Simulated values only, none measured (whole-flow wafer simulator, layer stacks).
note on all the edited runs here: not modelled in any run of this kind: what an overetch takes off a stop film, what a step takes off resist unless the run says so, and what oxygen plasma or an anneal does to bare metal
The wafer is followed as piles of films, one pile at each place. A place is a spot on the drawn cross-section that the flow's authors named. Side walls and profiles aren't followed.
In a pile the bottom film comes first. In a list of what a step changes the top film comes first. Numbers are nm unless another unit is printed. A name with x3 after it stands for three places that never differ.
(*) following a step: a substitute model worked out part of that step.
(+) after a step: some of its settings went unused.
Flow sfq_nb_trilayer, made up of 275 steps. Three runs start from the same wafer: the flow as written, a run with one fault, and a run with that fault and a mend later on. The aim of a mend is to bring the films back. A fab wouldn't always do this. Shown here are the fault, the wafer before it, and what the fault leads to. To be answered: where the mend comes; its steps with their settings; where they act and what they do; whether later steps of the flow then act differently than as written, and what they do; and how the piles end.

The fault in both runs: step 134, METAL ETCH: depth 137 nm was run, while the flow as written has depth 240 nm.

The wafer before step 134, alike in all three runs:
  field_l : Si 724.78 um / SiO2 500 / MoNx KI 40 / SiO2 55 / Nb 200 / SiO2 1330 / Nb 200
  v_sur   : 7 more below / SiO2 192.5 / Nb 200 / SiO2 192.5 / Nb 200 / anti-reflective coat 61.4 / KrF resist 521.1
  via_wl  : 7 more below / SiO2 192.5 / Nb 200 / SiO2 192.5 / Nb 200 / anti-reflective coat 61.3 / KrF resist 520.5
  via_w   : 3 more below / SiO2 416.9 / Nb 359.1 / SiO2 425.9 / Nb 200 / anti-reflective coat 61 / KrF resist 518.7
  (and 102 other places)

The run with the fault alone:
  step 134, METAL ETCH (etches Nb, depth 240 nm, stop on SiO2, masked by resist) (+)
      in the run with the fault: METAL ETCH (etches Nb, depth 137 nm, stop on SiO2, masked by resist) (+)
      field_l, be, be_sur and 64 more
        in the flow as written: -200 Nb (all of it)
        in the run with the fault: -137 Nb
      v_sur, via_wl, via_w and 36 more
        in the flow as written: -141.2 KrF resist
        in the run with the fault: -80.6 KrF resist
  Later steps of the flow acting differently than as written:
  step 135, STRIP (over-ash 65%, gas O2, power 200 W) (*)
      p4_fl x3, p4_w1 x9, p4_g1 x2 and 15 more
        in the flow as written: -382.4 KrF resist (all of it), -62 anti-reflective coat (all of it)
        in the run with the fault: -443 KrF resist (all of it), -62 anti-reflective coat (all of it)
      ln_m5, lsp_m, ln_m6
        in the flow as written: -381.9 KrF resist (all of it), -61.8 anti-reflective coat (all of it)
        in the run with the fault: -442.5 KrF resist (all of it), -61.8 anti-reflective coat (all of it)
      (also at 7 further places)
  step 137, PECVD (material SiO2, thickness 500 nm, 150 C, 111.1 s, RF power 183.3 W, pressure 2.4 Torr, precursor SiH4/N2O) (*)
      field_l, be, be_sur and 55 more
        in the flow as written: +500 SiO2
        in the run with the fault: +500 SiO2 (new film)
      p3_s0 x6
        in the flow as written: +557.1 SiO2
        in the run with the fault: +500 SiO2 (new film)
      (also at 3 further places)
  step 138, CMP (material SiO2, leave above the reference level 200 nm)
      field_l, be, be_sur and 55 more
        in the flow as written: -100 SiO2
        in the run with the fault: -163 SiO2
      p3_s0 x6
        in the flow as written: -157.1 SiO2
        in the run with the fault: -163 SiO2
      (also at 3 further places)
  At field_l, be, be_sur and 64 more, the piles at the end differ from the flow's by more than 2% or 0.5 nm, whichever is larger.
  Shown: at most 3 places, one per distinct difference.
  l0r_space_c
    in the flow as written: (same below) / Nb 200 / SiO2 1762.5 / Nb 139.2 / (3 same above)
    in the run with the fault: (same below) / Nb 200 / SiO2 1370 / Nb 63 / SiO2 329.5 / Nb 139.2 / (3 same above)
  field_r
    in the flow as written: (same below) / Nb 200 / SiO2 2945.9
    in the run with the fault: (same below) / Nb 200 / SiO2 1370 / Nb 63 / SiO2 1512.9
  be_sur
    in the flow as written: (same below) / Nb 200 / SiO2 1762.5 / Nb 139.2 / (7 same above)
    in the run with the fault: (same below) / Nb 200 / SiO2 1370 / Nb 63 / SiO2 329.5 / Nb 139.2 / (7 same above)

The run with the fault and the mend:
  The mend follows step 134.
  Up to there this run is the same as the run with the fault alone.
  step 134a, METAL ETCH (etches Nb, depth 103 nm, stop on SiO2, masked by resist) (+) (the flow's step 134, run once more with other settings)
      field_l, be, be_sur and 64 more
        -63 Nb (all of it)
      v_sur, via_wl, via_w and 36 more
        -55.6 KrF resist
  None of the later steps of the flow differs from how it acts as written, at any place that is followed, by more than 2% or 0.5 nm, whichever is larger.
  The piles end the same as the flow's at every place that both follow.
